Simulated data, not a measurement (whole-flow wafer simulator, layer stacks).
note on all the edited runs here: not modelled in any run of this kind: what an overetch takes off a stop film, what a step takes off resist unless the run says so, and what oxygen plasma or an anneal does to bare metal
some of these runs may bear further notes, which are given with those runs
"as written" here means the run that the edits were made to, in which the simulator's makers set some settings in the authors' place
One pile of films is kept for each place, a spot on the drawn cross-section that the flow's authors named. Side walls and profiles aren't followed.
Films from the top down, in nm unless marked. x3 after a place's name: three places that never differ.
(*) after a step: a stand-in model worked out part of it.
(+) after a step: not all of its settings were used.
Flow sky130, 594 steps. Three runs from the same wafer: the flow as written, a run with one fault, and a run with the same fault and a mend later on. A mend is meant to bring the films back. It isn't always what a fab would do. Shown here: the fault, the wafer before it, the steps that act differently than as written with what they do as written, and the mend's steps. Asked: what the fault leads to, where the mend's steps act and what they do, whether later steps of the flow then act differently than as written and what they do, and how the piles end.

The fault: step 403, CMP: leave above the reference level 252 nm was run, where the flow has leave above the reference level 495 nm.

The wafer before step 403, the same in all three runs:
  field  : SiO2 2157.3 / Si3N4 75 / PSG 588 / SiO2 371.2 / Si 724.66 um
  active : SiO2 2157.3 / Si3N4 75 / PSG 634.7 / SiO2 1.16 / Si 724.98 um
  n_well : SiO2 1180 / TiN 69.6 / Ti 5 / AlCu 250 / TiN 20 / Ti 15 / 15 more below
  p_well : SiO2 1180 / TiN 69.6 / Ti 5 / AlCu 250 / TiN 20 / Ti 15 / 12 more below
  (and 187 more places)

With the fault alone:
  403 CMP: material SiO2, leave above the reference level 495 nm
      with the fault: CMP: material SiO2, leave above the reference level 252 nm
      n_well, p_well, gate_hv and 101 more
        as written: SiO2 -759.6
        with the fault: SiO2 -1002.6
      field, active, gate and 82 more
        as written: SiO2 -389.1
        with the fault: SiO2 -632.1
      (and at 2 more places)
  Later steps of the flow that act differently than as written (8 more steps differ only slightly, by at most 2% or 0.5 nm, whichever is larger, and aren't shown):
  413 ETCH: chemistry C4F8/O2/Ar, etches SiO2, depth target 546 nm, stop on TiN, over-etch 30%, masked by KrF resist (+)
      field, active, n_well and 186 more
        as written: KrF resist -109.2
        with the fault: KrF resist -46.1
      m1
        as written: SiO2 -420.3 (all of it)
        with the fault: SiO2 -177.3 (all of it)
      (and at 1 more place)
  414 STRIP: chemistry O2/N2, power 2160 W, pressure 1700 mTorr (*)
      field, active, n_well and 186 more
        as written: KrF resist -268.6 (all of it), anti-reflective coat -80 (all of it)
        with the fault: KrF resist -331.7 (all of it), anti-reflective coat -80 (all of it)
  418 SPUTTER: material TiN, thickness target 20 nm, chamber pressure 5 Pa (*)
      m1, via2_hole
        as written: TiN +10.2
        with the fault: TiN +14
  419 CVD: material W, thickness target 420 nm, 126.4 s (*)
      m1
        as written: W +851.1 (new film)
        with the fault: W +604.3 (new film)
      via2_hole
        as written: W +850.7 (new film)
        with the fault: W +603.8 (new film)
  At the end the piles differ from the flow's by more than 2% or 0.5 nm, whichever is larger, at field, active, n_well and 190 more.
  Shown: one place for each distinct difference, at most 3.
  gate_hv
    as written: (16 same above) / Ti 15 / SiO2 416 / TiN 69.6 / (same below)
    with the fault: (16 same above) / Ti 15 / SiO2 173 / TiN 69.6 / (same below)
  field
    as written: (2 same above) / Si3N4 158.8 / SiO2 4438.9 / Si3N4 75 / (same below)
    with the fault: (2 same above) / Si3N4 158.8 / SiO2 4195.9 / Si3N4 75 / (same below)
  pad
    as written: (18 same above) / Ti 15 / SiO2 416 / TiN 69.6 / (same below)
    with the fault: (18 same above) / Ti 15 / SiO2 173 / TiN 69.6 / (same below)

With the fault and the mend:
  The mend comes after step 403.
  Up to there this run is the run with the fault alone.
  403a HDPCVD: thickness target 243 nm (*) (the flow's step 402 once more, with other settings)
      field, active, n_well and 188 more
        SiO2 +243
  No later step of the flow acts differently than as written, at any place that is followed, by more than 2% or 0.5 nm, whichever is larger.
  At the end the piles are the same as the flow's at every place that both follow.
